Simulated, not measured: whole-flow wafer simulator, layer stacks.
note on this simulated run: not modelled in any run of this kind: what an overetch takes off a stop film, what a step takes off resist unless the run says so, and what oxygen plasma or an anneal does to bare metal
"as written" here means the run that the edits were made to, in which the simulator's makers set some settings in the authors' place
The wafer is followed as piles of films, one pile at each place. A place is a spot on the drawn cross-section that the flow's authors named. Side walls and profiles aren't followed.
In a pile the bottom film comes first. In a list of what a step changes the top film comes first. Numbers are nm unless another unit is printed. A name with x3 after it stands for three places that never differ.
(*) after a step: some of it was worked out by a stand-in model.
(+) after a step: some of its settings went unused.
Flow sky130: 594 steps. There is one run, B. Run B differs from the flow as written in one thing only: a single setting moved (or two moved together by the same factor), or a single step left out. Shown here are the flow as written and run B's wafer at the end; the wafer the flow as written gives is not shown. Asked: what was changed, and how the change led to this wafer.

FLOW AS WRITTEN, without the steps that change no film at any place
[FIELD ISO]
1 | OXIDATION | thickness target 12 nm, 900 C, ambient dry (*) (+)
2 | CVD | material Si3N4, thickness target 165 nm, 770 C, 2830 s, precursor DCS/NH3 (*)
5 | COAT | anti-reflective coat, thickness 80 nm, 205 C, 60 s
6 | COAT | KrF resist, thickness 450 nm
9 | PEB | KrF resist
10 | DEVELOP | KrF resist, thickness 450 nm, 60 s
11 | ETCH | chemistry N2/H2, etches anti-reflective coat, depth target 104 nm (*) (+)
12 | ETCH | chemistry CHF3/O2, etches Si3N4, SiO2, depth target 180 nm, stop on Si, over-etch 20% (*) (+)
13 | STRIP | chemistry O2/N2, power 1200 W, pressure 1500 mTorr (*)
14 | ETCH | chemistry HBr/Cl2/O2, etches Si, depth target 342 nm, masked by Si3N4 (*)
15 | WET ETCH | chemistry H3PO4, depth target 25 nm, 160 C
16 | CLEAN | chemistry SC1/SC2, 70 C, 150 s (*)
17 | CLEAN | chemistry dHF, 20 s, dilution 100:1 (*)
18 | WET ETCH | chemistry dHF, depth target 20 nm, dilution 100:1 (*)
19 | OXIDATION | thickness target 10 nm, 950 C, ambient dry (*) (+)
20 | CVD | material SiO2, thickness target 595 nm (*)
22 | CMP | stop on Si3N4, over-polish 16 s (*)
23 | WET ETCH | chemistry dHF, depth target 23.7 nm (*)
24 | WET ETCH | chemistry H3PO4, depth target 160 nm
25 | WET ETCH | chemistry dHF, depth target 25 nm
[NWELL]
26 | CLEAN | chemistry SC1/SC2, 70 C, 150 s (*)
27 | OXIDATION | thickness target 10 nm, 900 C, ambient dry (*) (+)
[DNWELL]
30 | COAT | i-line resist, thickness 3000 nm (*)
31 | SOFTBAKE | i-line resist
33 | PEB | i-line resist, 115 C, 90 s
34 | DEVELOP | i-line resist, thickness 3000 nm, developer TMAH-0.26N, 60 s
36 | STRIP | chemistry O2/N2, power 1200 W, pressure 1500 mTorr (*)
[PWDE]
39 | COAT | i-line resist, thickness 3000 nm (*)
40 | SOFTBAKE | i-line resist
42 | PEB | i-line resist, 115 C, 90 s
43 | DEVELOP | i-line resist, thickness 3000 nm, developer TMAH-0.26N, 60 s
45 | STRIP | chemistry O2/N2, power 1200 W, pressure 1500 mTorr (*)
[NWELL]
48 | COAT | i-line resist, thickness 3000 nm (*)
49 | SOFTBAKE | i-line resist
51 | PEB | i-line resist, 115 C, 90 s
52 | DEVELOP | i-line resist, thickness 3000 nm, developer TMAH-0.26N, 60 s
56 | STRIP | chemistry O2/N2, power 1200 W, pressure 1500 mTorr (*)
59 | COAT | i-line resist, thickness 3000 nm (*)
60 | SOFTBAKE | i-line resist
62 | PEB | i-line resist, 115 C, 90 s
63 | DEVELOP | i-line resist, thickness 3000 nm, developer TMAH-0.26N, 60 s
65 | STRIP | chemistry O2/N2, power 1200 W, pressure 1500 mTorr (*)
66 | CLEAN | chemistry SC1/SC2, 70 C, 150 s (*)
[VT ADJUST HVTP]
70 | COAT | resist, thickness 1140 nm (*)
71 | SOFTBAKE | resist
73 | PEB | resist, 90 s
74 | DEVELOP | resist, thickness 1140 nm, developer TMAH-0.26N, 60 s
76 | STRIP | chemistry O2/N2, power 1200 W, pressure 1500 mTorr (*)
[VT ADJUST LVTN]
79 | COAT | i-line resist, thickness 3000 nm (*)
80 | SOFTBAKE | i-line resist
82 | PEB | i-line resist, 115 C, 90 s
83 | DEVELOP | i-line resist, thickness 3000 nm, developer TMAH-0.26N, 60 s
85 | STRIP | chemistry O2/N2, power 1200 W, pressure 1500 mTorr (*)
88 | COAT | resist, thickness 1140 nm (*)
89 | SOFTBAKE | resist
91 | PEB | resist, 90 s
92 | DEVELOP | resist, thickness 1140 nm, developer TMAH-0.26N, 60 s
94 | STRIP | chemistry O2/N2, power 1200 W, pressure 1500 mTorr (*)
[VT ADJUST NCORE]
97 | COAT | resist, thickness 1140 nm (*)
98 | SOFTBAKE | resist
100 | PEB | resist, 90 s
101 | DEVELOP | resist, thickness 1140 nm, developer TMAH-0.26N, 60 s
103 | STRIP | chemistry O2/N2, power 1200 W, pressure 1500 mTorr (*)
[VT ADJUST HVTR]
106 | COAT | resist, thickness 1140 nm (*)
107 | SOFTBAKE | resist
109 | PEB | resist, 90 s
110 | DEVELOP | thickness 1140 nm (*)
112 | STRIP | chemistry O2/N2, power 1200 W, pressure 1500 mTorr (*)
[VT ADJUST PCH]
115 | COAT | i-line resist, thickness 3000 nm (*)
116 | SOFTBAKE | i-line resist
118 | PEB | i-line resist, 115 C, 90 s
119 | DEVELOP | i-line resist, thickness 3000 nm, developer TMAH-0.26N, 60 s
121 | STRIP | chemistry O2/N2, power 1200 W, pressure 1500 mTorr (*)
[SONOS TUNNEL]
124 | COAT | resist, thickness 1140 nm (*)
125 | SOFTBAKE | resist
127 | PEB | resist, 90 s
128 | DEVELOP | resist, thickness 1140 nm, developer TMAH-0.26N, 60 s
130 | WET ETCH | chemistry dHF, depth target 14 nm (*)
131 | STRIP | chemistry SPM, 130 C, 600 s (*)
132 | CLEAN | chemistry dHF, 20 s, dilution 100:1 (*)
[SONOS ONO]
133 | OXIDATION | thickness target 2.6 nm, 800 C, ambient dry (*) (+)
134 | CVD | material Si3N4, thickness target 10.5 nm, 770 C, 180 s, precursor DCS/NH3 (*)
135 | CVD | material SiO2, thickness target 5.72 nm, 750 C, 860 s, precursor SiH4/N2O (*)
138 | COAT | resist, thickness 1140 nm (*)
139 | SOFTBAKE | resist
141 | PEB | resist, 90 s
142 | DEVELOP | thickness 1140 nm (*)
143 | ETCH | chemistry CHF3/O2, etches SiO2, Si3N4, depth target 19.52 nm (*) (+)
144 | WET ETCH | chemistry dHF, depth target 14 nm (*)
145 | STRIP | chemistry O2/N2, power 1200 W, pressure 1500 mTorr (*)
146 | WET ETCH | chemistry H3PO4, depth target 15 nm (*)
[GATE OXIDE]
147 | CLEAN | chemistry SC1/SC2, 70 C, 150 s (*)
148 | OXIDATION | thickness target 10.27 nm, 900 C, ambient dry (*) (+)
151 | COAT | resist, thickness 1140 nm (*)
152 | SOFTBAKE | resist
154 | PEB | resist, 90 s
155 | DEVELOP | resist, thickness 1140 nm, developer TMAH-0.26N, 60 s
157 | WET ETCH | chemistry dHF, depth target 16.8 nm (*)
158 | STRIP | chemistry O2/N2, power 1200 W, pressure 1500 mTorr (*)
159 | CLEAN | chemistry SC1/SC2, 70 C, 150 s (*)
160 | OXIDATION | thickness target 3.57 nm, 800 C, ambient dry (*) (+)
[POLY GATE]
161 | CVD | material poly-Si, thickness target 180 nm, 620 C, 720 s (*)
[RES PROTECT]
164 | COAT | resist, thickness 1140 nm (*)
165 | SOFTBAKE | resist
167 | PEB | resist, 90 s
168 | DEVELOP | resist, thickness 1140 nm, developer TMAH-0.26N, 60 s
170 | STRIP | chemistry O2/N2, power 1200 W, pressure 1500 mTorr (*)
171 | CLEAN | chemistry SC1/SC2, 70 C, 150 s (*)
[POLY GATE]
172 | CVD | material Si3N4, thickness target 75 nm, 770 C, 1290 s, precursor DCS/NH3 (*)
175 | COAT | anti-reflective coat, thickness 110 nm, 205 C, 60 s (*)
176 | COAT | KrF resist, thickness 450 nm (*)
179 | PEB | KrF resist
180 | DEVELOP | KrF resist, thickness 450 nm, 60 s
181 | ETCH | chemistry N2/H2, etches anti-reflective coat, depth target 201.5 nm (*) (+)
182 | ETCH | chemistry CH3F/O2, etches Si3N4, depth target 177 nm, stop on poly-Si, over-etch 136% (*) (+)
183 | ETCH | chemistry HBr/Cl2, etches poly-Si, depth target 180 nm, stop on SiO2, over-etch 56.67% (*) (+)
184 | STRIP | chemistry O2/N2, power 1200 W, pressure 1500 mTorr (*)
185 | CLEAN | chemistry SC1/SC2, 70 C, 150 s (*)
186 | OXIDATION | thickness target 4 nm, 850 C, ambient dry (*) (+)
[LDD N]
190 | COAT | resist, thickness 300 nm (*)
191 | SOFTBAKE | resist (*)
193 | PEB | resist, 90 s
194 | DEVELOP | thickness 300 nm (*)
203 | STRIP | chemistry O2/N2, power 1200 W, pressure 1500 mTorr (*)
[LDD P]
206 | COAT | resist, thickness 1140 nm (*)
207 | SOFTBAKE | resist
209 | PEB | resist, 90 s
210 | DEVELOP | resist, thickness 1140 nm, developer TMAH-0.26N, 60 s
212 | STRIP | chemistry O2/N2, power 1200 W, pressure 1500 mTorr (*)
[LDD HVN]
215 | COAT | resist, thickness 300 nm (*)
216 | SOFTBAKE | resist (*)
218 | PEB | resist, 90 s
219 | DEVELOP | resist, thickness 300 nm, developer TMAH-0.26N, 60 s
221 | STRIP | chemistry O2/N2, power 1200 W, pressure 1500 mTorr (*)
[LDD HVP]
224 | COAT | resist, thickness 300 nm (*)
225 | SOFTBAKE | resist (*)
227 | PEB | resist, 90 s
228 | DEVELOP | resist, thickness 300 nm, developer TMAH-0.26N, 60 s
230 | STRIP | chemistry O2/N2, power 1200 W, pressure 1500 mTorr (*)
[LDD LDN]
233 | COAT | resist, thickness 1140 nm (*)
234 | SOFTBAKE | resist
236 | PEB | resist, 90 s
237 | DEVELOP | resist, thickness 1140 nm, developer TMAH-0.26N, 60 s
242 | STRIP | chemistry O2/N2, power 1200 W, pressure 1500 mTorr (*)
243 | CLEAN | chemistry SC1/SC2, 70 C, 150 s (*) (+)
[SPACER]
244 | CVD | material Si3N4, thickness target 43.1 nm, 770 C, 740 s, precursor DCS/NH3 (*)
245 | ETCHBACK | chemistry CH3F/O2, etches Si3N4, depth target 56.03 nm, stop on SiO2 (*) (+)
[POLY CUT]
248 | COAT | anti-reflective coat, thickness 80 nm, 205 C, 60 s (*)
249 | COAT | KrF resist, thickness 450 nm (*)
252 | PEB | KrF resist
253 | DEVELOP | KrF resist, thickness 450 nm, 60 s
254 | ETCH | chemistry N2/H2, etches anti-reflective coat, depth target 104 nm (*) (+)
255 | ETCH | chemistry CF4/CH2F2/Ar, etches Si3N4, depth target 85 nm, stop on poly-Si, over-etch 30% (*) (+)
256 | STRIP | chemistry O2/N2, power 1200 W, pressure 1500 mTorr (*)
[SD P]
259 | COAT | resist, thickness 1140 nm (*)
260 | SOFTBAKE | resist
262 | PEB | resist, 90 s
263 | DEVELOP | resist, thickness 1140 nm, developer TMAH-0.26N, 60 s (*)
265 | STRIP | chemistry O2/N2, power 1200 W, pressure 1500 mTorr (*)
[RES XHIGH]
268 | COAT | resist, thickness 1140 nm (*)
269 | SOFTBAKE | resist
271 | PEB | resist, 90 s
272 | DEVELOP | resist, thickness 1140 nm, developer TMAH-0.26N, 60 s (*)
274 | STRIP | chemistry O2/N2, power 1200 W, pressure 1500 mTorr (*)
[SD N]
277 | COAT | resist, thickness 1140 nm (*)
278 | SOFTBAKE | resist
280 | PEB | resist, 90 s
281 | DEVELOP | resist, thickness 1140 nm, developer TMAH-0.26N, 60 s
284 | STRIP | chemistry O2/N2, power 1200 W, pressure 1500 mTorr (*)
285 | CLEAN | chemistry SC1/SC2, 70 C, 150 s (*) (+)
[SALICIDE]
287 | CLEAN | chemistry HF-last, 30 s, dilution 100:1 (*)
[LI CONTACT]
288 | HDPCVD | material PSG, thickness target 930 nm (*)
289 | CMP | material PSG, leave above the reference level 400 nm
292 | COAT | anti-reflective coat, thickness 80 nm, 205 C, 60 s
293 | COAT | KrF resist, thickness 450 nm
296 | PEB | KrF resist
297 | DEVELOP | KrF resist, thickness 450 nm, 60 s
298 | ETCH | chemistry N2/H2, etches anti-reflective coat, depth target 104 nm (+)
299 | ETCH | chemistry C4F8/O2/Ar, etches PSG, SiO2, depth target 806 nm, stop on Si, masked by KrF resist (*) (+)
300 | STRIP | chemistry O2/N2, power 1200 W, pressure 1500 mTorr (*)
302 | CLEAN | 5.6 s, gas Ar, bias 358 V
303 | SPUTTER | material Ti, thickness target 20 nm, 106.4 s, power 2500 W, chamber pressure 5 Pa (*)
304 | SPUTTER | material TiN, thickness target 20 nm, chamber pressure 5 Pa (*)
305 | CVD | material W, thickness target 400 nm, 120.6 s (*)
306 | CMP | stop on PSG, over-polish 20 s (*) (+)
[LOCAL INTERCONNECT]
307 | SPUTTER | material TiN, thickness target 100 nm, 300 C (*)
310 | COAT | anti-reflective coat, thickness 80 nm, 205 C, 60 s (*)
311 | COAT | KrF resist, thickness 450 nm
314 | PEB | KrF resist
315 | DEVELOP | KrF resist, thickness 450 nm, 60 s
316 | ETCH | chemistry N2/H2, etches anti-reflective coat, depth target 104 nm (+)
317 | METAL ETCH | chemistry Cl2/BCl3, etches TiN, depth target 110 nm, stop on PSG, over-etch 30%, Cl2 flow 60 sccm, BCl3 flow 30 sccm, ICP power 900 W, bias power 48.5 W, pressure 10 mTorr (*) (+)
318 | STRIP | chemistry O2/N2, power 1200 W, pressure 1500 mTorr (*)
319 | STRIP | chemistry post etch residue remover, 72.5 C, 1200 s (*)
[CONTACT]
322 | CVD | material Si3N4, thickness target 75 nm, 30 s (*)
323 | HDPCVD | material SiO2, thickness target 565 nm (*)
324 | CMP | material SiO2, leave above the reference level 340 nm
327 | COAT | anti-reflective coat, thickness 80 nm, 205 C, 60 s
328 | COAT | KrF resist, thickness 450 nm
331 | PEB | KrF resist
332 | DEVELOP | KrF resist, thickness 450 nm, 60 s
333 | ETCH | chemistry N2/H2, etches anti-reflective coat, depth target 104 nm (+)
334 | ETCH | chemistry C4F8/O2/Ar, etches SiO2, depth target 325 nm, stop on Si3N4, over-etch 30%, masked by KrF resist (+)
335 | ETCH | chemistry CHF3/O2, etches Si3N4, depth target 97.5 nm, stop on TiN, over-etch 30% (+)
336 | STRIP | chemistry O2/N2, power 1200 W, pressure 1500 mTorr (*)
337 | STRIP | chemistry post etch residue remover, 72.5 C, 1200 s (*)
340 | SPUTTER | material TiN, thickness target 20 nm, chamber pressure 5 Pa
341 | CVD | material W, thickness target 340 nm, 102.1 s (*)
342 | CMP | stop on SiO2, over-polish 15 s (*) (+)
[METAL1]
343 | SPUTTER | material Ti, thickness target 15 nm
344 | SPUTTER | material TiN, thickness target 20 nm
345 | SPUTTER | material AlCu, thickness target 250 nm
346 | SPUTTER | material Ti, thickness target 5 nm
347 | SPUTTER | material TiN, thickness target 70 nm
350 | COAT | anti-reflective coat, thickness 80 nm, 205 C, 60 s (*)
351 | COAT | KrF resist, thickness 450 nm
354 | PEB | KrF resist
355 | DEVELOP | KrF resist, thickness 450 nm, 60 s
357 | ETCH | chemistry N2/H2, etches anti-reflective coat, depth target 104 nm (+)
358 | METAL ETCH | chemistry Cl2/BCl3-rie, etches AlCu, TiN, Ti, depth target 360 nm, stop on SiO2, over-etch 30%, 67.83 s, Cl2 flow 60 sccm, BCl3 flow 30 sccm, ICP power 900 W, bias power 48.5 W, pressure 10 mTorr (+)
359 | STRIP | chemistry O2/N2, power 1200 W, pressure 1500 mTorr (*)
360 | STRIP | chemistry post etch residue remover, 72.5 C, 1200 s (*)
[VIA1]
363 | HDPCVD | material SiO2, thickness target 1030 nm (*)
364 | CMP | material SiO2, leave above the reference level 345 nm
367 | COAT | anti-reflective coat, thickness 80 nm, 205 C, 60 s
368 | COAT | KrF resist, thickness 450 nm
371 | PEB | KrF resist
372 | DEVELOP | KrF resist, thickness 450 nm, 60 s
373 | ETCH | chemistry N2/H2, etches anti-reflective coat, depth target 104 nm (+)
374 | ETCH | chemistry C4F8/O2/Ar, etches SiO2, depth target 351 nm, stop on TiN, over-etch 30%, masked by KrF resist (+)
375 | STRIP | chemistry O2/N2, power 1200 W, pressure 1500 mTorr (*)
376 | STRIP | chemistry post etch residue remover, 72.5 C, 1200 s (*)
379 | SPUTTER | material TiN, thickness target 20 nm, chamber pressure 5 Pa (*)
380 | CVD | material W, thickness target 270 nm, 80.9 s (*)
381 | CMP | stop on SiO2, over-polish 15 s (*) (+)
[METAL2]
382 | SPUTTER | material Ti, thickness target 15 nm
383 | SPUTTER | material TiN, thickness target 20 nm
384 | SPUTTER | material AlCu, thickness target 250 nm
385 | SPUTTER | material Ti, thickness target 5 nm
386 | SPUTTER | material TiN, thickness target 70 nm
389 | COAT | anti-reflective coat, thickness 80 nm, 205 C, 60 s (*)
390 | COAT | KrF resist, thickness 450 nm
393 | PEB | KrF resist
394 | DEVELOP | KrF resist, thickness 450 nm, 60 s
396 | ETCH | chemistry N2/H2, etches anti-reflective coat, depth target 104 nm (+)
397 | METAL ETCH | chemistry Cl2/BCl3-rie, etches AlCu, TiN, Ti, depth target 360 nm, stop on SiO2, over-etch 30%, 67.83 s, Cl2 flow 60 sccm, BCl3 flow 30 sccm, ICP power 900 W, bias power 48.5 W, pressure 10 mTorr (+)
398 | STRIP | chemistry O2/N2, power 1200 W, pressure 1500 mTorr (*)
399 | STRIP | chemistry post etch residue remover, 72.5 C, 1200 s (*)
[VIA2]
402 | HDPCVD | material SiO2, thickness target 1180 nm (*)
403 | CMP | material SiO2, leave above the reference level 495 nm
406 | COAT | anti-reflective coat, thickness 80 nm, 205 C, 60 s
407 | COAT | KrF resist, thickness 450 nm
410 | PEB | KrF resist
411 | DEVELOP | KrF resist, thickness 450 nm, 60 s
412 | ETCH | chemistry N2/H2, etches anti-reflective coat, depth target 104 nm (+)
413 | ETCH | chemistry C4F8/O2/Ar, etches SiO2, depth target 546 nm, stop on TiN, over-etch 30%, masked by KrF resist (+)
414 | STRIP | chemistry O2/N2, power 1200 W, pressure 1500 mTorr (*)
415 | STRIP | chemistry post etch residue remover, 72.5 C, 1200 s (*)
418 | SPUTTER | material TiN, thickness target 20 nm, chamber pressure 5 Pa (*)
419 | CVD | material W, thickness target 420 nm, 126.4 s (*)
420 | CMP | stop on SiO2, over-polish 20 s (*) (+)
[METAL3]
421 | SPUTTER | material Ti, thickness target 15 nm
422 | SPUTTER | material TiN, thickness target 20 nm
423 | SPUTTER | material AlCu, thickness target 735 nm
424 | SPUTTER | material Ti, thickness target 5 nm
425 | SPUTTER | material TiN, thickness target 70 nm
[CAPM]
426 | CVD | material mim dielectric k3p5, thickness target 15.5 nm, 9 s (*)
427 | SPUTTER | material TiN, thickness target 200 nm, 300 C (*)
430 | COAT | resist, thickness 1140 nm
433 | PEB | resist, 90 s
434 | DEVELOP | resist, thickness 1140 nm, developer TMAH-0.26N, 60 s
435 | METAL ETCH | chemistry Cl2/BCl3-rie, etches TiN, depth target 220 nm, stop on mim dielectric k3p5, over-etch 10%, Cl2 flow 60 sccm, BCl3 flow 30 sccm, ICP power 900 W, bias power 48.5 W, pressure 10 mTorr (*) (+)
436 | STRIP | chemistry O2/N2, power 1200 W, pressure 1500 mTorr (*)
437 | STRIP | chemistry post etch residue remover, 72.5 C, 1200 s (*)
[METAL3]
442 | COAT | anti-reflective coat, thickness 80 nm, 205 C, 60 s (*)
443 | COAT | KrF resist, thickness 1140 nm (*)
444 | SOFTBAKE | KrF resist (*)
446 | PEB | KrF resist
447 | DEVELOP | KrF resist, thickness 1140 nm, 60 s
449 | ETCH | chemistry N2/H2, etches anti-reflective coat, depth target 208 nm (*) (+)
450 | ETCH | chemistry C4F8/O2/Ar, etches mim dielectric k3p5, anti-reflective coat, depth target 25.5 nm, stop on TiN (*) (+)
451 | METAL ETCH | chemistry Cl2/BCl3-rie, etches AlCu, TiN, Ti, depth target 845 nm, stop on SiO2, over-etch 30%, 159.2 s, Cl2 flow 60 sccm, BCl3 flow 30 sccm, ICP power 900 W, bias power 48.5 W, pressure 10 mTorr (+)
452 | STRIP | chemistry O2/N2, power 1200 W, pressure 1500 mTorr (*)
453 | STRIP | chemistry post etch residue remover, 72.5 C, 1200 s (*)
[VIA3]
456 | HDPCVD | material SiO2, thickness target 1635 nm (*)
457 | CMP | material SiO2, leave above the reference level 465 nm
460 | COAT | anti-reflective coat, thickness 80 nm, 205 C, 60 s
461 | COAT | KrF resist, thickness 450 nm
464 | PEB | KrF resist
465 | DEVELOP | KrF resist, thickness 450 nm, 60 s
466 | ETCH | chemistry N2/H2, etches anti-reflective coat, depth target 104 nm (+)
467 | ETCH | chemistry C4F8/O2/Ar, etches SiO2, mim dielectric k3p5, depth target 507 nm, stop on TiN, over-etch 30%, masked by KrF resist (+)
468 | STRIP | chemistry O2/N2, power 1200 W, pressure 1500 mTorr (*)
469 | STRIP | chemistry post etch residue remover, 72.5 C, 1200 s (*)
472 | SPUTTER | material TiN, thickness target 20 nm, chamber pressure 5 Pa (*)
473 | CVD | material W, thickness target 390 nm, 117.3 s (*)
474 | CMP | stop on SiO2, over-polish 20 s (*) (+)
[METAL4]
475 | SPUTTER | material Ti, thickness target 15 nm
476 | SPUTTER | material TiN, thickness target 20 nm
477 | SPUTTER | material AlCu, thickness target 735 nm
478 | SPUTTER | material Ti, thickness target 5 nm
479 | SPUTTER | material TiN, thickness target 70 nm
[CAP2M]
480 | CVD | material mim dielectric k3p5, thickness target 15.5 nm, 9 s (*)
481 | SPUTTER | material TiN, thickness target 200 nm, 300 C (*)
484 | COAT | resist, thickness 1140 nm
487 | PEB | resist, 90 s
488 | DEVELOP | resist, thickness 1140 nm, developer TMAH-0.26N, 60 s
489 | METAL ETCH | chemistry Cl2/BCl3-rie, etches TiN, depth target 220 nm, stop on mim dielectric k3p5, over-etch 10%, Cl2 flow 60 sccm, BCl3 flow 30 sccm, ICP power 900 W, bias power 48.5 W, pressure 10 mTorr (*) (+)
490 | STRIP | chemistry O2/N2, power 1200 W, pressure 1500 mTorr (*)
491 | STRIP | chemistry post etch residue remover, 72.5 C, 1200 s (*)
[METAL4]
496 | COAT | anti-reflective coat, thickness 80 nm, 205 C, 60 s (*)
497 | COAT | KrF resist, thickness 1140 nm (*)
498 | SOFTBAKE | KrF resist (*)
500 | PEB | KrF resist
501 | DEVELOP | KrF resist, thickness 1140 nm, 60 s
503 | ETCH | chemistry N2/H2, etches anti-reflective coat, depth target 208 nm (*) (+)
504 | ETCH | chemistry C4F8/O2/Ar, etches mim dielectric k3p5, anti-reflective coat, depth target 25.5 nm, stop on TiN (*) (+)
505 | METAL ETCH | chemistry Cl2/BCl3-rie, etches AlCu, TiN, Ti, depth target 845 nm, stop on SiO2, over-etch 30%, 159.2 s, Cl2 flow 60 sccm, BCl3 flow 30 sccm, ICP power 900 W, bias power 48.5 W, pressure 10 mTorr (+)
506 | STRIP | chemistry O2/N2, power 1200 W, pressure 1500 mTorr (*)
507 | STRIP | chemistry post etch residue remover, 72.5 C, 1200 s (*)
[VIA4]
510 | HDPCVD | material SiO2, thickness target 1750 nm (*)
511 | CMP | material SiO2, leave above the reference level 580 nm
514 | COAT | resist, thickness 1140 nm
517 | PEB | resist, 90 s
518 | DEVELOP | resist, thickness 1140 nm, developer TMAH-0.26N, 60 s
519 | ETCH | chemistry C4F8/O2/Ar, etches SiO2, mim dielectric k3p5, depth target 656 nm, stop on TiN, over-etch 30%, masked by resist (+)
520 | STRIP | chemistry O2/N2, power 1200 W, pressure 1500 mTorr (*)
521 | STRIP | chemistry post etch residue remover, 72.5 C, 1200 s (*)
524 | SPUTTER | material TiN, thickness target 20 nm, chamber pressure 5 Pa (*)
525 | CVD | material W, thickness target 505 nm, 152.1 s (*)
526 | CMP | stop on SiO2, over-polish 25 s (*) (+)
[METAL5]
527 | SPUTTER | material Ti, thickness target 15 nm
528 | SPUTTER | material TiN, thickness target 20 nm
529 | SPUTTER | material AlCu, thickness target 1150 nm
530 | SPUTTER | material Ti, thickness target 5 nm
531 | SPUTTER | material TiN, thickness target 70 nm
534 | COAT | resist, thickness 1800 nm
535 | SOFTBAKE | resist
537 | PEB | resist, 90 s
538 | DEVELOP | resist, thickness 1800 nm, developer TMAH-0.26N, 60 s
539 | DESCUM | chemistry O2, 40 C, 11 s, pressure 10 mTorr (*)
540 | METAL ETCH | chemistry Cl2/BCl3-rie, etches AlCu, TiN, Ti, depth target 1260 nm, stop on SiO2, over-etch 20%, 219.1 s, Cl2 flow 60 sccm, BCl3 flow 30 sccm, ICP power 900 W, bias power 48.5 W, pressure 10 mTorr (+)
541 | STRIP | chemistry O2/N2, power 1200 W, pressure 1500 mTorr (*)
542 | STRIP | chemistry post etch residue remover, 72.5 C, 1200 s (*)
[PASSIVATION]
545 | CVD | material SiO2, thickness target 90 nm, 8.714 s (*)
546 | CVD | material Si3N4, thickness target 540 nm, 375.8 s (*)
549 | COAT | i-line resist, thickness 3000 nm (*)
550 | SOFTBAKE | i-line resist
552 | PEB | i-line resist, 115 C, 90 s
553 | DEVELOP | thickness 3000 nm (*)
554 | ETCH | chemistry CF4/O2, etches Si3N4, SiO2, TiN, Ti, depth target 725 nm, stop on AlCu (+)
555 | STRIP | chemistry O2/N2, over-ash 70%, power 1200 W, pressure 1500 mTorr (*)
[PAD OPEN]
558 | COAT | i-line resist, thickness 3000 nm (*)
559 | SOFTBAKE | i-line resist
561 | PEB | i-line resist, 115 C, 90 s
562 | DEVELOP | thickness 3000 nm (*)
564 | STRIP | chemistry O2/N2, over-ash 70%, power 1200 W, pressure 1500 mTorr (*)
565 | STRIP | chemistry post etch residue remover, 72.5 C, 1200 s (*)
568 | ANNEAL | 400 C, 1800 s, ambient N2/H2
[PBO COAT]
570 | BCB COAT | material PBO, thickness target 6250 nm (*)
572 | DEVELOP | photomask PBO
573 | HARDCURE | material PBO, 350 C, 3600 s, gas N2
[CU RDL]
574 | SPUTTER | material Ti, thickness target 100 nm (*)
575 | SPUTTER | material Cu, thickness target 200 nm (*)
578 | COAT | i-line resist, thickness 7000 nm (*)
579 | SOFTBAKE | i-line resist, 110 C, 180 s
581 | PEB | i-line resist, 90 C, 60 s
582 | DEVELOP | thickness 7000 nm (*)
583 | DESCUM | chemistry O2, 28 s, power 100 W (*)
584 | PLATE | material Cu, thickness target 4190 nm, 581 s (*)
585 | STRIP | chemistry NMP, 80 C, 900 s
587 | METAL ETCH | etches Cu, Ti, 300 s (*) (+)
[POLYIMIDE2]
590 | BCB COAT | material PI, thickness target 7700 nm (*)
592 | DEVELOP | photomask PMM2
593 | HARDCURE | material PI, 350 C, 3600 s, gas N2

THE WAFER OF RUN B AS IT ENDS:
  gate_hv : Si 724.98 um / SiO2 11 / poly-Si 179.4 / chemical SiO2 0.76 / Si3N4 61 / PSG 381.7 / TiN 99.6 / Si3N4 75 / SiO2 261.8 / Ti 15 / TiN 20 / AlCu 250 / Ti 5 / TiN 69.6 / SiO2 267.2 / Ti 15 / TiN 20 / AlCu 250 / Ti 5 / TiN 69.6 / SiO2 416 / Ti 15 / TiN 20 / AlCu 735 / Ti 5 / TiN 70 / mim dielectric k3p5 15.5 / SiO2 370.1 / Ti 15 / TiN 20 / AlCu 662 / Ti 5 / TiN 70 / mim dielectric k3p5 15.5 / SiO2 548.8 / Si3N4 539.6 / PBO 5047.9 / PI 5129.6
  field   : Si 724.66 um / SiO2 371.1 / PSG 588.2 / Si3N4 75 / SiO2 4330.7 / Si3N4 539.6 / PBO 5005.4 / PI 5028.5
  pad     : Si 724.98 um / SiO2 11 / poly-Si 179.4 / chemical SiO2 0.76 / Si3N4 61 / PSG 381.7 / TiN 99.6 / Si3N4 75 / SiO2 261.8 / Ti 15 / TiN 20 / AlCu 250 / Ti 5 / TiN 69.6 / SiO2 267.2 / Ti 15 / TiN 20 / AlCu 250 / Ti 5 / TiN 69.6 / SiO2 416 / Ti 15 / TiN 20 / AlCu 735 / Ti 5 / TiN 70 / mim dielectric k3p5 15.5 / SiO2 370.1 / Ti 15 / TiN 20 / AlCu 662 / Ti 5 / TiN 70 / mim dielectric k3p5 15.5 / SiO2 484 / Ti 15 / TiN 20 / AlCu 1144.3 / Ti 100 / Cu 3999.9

What caused this: step 477, SPUTTER: thickness target 662 nm was run, while the flow as written has thickness target 735 nm.
The wafer lets one read it off: gate_hv has AlCu 662, and step 477 as written asks for 735 nm.

The path from the change to this, step by step:
  477 | SPUTTER | material AlCu, thickness target 735 nm
      field, active, n_well and 189 more: +662 AlCu (new film) (in the flow as written it would be: +735 AlCu (new film))
  505 | METAL ETCH | chemistry Cl2/BCl3-rie, etches AlCu, TiN, Ti, depth target 845 nm, stop on SiO2, over-etch 30%, 159.2 s, Cl2 flow 60 sccm, BCl3 flow 30 sccm, ICP power 900 W, bias power 48.5 W, pressure 10 mTorr (+)
      field, active, gate and 66 more: -70 TiN (all of it), -5 Ti (all of it), -662 AlCu (all of it), -20 TiN (all of it), -15 Ti (all of it), -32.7 SiO2 (in the flow as written it would be: -70 TiN (all of it), -5 Ti (all of it), -735 AlCu (all of it), -20 TiN (all of it), -15 Ti (all of it), -25.4 SiO2)
      vpp_iso1, m1_ln, rpo_hd and 6 more: -70 TiN (all of it), -5 Ti (all of it), -662 AlCu (all of it), -20 TiN (all of it), -15 Ti (all of it), -32.6 SiO2 (in the flow as written it would be: -70 TiN (all of it), -5 Ti (all of it), -735 AlCu (all of it), -20 TiN (all of it), -15 Ti (all of it), -25.3 SiO2)
      (also at 10 further places)
  511 | CMP | material SiO2, leave above the reference level 580 nm
      field, active, gate and 72 more: -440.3 SiO2 (in the flow as written it would be: -374.7 SiO2)
      vpp_l1ln, rpo_hd, rpm_encl, rpm_encl_psd, iso_guard_nsd_tip: -440.4 SiO2 (in the flow as written it would be: -374.6 SiO2)
      (also at 8 further places)
